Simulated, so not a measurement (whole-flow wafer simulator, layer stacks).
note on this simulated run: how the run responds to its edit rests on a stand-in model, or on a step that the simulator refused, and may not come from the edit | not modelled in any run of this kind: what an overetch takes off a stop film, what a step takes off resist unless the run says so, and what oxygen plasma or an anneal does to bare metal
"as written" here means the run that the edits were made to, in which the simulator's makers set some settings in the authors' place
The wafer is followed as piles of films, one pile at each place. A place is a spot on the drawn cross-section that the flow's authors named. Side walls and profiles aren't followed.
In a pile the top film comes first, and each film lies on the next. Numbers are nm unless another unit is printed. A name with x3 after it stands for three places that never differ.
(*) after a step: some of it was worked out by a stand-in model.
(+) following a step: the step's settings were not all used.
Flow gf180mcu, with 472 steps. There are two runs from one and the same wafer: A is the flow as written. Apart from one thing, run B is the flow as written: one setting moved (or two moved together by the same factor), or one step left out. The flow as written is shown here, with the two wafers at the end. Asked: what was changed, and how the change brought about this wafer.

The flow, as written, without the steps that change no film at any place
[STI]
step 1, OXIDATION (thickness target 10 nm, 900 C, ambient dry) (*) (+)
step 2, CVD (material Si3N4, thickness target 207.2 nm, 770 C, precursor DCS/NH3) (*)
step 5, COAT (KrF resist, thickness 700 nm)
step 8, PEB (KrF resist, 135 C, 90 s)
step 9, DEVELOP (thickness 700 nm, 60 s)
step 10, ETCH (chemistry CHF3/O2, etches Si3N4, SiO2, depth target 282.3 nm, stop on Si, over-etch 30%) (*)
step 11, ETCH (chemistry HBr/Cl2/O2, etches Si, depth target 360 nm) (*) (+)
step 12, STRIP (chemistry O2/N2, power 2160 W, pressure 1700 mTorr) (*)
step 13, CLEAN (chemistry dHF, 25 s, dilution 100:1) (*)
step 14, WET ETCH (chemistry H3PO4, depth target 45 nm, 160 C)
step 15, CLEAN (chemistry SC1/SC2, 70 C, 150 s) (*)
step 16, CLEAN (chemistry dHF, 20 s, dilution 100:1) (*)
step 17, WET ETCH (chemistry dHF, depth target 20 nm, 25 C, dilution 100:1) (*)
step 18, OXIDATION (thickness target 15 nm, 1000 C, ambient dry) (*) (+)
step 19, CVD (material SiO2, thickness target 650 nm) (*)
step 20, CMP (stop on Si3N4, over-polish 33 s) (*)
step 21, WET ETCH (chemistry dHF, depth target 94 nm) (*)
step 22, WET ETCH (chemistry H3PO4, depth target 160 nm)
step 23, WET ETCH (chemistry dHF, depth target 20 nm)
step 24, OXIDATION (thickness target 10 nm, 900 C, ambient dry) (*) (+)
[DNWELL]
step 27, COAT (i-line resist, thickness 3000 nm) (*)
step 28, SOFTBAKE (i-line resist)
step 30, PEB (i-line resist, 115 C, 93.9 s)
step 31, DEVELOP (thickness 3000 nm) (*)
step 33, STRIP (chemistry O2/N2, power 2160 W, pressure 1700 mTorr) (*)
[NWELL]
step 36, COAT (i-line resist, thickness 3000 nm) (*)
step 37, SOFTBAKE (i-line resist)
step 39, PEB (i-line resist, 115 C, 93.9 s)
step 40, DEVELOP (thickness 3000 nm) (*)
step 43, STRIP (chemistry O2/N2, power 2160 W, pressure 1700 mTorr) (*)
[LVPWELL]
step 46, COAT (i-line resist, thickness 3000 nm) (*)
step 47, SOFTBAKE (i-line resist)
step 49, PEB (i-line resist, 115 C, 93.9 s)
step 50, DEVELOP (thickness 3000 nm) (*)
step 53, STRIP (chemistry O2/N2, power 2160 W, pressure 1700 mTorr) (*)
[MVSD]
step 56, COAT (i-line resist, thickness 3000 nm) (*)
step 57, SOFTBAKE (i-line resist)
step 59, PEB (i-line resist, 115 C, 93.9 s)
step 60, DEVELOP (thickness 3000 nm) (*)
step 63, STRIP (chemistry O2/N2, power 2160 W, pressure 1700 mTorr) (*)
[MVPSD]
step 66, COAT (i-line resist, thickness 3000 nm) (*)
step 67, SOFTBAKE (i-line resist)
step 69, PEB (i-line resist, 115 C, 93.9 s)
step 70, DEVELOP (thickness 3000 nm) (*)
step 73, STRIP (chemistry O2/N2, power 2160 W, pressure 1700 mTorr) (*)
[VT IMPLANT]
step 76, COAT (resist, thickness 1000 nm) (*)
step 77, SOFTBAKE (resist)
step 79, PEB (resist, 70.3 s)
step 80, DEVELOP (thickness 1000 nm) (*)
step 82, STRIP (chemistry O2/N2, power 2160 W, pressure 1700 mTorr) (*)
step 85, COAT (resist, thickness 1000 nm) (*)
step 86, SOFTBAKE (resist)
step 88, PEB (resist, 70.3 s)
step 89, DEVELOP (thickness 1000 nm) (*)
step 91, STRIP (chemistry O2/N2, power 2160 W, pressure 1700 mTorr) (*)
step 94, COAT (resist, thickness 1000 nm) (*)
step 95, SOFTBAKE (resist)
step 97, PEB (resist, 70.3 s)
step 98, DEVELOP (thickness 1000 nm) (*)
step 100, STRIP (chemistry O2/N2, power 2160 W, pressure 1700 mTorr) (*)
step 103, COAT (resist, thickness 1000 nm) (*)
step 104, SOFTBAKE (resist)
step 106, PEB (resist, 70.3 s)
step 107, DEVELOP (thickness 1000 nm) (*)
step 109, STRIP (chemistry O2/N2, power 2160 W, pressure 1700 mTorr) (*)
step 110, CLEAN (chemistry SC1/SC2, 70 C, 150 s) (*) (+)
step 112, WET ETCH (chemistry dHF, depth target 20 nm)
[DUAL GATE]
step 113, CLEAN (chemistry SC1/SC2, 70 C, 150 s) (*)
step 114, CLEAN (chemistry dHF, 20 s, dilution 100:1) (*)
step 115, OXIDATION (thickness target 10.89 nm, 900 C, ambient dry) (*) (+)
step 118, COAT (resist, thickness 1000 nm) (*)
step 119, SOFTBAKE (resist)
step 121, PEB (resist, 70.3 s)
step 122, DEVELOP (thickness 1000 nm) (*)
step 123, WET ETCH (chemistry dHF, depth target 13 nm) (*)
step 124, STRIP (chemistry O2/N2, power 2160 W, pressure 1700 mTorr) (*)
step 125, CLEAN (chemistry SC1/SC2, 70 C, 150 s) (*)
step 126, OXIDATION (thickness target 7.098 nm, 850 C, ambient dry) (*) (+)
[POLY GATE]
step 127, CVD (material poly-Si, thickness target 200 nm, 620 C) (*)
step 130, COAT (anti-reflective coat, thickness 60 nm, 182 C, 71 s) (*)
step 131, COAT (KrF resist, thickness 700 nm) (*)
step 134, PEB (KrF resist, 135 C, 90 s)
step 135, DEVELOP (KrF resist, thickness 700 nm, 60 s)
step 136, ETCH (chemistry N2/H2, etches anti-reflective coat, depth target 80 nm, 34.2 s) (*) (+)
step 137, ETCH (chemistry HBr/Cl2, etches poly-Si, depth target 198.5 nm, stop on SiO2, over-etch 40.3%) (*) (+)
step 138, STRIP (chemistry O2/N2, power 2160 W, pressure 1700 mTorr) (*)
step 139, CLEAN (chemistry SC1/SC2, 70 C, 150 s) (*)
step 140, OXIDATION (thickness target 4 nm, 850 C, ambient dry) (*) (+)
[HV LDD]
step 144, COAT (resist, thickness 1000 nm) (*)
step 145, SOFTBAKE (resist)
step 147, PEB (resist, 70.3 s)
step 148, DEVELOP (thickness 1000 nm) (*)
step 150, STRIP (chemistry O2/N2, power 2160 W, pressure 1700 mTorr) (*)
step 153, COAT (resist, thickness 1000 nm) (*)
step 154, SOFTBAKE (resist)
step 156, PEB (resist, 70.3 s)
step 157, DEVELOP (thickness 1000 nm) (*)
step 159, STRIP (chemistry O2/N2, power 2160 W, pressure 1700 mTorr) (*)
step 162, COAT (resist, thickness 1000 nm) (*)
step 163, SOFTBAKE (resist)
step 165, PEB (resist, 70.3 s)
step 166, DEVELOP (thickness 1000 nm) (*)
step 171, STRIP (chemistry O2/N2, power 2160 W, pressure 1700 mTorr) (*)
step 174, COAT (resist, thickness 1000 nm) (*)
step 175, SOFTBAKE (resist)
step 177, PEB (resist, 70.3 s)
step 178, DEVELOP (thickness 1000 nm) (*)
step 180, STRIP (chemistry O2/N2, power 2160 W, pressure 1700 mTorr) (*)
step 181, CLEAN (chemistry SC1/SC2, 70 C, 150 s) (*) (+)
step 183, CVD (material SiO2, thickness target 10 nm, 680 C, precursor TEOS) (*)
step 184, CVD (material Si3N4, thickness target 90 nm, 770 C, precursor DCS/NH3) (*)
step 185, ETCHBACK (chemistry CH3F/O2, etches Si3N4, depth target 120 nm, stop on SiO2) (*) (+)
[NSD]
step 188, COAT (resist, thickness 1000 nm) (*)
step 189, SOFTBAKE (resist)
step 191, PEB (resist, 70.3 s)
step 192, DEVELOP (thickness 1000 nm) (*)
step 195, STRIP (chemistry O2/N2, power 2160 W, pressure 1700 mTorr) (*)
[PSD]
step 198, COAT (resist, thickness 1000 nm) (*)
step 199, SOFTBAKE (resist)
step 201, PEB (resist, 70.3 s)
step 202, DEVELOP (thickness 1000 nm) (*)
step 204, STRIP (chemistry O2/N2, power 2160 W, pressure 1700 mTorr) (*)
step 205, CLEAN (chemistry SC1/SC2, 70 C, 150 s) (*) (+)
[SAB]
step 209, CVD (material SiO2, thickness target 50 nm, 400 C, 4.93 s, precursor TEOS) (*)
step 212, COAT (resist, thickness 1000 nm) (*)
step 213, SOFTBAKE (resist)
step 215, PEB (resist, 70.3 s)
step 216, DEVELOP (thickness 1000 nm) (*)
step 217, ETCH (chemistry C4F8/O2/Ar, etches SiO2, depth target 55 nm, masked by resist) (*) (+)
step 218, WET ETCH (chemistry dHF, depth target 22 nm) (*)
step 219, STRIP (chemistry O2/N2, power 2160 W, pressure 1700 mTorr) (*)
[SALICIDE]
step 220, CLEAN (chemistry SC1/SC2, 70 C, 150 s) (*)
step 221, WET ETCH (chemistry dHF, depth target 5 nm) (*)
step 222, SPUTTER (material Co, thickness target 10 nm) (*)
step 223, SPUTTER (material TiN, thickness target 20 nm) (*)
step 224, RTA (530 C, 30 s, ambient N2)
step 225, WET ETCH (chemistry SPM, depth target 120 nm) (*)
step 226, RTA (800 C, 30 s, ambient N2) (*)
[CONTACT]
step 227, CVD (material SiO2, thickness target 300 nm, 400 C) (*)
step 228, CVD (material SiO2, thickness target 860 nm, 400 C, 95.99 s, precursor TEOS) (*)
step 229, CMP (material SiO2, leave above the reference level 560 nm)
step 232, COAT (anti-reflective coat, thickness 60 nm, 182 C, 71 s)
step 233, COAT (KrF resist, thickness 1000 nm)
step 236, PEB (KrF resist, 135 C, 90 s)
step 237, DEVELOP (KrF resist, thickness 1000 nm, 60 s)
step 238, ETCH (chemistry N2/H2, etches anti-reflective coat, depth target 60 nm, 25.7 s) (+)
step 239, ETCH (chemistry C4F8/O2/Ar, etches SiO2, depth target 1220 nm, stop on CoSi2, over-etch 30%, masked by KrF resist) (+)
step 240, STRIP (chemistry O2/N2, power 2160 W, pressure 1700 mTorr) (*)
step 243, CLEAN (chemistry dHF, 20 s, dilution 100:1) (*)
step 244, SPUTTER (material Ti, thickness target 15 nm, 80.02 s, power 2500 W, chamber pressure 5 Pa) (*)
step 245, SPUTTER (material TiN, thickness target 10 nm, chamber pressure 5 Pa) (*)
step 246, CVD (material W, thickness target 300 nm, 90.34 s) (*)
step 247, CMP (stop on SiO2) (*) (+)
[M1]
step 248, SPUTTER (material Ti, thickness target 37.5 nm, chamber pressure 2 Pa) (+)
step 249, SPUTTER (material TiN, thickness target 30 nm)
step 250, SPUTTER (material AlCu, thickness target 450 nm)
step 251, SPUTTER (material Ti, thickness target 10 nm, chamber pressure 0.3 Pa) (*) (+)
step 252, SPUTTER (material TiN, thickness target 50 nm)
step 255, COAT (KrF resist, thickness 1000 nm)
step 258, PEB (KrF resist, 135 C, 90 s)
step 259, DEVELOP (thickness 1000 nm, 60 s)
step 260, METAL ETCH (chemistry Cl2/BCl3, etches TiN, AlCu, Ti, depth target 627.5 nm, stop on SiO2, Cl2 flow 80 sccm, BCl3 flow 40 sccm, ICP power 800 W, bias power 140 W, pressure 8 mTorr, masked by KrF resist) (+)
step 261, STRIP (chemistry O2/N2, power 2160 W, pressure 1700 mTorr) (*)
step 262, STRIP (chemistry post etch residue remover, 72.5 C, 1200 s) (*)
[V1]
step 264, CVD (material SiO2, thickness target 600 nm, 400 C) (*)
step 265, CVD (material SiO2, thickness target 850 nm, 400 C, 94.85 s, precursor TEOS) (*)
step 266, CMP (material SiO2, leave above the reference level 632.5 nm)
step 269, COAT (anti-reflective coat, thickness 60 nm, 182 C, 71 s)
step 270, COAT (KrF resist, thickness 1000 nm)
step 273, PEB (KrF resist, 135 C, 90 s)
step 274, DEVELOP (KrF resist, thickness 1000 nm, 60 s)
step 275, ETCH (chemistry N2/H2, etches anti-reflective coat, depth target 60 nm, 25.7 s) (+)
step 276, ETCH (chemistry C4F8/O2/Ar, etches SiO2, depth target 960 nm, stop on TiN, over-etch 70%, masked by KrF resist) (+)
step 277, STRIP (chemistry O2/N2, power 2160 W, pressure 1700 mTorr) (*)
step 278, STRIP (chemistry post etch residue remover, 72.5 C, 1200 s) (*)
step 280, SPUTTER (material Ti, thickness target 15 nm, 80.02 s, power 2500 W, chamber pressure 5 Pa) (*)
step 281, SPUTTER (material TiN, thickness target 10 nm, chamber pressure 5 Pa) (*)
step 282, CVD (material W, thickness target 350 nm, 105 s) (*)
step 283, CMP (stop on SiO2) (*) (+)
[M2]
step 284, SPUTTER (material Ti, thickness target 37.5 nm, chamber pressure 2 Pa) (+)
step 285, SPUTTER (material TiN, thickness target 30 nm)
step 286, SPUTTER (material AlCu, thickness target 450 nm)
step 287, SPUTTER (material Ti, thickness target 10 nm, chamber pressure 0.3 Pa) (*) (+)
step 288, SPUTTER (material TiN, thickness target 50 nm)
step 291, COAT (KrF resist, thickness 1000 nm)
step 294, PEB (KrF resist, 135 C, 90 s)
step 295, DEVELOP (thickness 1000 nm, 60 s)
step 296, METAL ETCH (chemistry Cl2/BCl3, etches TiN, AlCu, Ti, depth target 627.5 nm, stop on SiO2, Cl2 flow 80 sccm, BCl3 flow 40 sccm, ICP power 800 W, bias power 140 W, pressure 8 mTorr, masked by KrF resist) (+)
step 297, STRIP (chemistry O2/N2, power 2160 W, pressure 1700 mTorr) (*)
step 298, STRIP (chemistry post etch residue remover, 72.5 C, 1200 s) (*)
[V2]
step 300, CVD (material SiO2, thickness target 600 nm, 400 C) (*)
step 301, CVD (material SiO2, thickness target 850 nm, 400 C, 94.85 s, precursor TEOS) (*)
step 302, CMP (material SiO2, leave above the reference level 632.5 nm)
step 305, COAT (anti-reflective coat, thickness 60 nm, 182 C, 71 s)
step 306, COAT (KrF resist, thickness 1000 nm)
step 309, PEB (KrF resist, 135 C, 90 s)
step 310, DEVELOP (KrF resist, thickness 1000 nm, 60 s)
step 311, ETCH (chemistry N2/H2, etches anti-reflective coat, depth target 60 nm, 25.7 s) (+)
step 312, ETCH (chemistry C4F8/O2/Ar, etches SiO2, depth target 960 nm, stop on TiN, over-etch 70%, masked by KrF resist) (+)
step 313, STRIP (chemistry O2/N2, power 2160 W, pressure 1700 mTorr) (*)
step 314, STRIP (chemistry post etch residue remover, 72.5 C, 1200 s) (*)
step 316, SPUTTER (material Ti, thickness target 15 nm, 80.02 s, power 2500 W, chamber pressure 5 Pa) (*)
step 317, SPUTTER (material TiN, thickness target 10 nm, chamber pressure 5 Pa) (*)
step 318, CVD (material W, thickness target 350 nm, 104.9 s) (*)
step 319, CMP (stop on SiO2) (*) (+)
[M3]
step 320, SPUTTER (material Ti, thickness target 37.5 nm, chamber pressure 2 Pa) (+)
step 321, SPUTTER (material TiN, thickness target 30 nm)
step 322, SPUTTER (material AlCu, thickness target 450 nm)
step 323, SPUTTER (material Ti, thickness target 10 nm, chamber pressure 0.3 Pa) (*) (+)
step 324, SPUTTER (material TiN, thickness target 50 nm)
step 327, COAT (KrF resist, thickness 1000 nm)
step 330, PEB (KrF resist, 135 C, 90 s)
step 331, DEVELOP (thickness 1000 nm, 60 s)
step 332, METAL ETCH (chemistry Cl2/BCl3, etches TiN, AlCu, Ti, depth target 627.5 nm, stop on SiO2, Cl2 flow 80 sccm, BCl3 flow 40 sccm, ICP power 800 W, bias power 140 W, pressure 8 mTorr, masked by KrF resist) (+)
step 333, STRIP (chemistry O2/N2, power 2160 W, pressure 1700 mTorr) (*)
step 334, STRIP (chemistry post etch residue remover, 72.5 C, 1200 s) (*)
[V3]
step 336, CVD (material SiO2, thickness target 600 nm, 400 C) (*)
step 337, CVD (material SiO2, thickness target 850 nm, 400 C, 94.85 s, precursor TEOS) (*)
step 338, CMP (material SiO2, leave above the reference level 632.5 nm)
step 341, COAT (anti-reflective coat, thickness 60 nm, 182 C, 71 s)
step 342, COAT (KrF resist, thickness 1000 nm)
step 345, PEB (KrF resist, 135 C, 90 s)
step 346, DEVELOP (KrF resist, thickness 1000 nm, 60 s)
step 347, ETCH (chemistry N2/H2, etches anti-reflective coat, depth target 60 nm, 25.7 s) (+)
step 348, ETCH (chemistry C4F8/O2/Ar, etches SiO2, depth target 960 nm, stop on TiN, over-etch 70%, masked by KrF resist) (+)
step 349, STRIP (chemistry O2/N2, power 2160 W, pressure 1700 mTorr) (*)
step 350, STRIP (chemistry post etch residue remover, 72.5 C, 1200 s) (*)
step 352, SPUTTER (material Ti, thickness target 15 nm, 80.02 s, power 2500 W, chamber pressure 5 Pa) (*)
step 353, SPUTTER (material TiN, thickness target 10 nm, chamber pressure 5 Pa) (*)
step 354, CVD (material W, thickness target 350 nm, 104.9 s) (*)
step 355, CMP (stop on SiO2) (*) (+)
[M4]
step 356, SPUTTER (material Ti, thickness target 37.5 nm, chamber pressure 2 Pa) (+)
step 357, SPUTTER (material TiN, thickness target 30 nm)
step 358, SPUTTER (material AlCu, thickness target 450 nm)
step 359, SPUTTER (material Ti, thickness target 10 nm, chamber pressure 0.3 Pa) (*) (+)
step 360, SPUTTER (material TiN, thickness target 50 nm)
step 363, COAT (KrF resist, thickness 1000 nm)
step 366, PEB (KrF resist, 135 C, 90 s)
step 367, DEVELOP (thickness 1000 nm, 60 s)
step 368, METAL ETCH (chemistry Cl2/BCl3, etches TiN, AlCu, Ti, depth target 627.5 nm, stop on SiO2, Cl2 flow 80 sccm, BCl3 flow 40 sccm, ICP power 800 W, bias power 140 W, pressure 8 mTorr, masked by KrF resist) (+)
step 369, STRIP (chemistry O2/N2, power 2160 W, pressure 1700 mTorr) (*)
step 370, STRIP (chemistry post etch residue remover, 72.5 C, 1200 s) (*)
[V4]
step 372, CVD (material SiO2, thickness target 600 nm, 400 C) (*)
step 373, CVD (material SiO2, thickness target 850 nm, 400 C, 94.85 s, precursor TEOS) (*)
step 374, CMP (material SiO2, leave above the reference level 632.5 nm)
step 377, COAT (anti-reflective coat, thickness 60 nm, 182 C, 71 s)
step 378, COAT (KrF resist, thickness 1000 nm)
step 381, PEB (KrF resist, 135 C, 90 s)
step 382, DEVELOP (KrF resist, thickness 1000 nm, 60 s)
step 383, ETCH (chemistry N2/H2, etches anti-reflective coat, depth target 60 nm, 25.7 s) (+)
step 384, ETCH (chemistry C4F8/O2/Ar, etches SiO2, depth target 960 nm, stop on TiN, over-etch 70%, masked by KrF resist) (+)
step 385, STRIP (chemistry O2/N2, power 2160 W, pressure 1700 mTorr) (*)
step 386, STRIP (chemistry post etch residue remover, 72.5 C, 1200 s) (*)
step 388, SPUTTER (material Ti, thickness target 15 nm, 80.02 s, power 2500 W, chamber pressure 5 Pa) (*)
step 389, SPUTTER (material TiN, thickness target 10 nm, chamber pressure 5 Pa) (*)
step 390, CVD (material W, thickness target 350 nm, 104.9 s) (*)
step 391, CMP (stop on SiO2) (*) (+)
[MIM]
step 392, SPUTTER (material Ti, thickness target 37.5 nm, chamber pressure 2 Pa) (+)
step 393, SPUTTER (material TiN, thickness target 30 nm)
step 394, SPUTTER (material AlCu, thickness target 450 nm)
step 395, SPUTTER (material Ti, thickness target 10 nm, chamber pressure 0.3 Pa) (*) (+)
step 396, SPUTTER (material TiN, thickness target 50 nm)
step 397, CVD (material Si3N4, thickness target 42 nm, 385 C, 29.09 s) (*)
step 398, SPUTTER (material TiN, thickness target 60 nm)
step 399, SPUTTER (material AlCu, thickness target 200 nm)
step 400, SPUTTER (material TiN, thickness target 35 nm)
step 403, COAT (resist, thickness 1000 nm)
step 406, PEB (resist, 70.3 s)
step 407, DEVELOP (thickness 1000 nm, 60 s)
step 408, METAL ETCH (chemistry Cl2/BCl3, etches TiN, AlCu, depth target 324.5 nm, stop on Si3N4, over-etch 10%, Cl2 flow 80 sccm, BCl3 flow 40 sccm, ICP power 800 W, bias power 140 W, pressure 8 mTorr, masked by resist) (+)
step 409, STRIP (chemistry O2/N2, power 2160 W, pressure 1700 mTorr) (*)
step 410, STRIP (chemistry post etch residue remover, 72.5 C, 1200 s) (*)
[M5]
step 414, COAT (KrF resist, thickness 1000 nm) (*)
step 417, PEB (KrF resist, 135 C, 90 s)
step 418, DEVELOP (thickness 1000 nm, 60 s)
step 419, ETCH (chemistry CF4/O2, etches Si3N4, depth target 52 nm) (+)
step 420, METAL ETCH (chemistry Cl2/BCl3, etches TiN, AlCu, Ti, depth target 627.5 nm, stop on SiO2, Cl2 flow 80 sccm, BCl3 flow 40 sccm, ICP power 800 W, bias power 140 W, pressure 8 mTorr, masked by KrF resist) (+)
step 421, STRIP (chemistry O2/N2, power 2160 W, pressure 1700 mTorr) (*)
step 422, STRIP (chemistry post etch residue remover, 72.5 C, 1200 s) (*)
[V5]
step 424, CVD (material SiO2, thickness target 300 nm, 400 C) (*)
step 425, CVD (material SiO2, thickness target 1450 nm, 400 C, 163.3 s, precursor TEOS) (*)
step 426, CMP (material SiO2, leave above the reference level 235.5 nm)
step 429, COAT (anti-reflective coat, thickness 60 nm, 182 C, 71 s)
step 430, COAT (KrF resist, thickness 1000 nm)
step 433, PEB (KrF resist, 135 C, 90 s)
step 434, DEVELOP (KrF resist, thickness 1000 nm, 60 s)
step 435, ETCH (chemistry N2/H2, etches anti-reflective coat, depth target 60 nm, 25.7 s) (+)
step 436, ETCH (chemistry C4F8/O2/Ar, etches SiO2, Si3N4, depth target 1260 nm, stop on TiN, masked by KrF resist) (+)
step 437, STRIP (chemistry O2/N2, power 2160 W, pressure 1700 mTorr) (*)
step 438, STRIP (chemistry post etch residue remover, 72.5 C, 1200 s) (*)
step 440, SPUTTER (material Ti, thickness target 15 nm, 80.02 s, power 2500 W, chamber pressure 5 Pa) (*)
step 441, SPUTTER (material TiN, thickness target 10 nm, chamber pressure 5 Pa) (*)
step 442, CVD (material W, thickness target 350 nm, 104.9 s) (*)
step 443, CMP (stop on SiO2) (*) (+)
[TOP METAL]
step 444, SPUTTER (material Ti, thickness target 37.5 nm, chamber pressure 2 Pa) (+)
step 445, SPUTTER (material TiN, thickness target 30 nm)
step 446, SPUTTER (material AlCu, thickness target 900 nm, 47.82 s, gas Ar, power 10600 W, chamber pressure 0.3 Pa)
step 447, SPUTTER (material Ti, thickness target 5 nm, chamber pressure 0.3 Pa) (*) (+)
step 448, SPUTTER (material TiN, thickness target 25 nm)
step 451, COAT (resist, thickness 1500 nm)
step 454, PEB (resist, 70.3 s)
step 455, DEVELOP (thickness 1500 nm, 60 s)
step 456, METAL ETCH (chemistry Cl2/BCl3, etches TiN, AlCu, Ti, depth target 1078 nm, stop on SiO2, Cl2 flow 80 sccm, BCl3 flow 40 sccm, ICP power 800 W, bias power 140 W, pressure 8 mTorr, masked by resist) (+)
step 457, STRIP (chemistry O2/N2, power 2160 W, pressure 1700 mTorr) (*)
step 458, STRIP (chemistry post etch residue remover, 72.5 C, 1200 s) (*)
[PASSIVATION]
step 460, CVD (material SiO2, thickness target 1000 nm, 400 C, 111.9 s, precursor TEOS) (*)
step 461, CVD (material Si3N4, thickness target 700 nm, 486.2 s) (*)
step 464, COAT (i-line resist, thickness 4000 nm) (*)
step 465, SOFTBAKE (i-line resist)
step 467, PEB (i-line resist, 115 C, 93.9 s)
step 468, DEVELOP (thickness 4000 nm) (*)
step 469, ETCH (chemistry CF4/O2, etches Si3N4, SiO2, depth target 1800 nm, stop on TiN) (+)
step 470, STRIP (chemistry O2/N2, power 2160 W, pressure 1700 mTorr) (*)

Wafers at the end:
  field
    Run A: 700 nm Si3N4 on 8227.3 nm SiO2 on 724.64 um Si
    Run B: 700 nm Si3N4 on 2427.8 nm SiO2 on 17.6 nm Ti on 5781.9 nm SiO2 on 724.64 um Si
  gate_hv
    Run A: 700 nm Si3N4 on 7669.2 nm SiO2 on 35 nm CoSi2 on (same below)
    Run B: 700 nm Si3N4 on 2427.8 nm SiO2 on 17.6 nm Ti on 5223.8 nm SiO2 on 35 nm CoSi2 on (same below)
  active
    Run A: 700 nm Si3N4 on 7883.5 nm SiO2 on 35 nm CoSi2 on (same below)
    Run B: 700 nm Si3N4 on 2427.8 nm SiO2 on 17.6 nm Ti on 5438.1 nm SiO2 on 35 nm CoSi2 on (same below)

Cause: step 420, METAL ETCH: depth target 558.5 nm was run, though the flow has depth target 627.5 nm.

Step by step, how the change led to this:
  step 420, METAL ETCH (chemistry Cl2/BCl3, etches TiN, AlCu, Ti, depth target 627.5 nm, stop on SiO2, Cl2 flow 80 sccm, BCl3 flow 40 sccm, ICP power 800 W, bias power 140 W, pressure 8 mTorr, masked by KrF resist) (+)
      field, field__w1, field__w2 and 101 more: A -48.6 TiN (all of it), -10 Ti (all of it), -450 AlCu (all of it), -30 TiN (all of it), -37.5 Ti (all of it) | B -48.6 TiN (all of it), -10 Ti (all of it), -450 AlCu (all of it), -30 TiN (all of it), -19.9 Ti
      field__w4, field__w8, contact, m1, m1__w1, mim, mim_1p0, m1_nw: A -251 KrF resist | B -223.4 KrF resist
  step 421, STRIP (chemistry O2/N2, power 2160 W, pressure 1700 mTorr) (*)
      field__w8, m1__w1: A -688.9 KrF resist (all of it) | B -716.5 KrF resist (all of it)
      contact, m1: A -689.3 KrF resist (all of it) | B -716.9 KrF resist (all of it)
      (also at 4 further places)
  step 424, CVD (material SiO2, thickness target 300 nm, 400 C) (*)
      field, field__w1, field__w2 and 101 more: A +300 SiO2 | B +300 SiO2 (new film)
  step 426, CMP (material SiO2, leave above the reference level 235.5 nm)
      field, field__w1, field__w5 and 92 more: A -300.8 SiO2 | B -318.4 SiO2
      field__w2, field__w3, field__w12 and 6 more: A -272.7 SiO2 | B -291 SiO2
Taking metal films that touch as one body, field has 1 body; the flow as written gives 0 bodies.
Taking metal films that touch as one body, gate_hv has 2 bodies (between them, from the top down: SiO2 5223.8); the flow as written gives 1 body.
Taking metal films that touch as one body, active has 2 bodies (between them, from the top down: SiO2 5438.1); the flow as written gives 1 body.
